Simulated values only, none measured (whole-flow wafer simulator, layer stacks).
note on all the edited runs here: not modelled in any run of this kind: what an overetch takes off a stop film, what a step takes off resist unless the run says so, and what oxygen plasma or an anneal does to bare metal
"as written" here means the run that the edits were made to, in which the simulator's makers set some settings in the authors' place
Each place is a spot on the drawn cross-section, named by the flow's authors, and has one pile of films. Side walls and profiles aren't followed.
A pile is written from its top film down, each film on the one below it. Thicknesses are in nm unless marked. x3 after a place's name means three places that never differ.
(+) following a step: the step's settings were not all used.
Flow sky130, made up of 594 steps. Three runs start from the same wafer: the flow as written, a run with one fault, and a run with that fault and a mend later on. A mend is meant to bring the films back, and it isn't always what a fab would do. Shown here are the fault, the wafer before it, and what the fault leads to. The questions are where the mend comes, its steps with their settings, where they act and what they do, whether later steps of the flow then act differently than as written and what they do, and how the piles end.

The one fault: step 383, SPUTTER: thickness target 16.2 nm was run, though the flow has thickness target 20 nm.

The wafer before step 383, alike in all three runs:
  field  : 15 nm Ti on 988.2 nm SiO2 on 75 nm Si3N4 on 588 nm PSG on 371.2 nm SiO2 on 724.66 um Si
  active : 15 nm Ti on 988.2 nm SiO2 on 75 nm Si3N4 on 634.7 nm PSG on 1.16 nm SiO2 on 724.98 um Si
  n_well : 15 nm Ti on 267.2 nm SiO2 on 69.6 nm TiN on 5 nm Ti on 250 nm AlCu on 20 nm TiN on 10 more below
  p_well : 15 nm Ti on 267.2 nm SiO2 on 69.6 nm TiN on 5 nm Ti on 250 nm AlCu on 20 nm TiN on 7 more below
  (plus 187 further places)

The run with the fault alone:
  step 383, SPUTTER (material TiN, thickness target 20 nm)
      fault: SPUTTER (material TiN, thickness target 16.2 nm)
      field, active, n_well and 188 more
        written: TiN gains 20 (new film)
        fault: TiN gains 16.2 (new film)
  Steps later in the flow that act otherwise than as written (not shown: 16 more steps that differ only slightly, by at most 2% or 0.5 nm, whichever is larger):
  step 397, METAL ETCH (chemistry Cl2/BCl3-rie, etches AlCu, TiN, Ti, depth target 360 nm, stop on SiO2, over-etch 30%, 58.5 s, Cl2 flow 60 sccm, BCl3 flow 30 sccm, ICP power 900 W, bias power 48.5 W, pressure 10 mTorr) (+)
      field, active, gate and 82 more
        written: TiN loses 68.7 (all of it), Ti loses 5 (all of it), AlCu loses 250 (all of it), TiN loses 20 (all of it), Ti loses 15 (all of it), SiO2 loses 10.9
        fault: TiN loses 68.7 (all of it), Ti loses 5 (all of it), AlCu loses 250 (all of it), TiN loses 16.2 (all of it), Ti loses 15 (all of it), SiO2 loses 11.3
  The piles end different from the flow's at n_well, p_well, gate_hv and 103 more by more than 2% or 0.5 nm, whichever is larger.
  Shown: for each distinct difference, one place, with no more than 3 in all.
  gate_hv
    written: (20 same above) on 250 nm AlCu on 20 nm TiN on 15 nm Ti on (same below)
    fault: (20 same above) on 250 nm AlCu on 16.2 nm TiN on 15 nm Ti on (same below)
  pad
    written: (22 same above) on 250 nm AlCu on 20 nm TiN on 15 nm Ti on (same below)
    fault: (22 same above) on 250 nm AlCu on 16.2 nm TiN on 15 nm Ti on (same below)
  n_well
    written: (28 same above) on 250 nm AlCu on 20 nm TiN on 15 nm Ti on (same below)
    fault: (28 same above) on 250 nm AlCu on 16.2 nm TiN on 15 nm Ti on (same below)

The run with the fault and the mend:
  The mend stands after step 383.
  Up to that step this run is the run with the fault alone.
  step 383a, SPUTTER (material TiN, thickness target 3.8 nm) (a further turn of the flow's step 383, with different settings)
      field, active, n_well and 188 more
        TiN gains 3.8
  None of the later steps of the flow acts differently than as written at any place that is followed.
  By the end, the piles equal the flow's at every place that both follow.
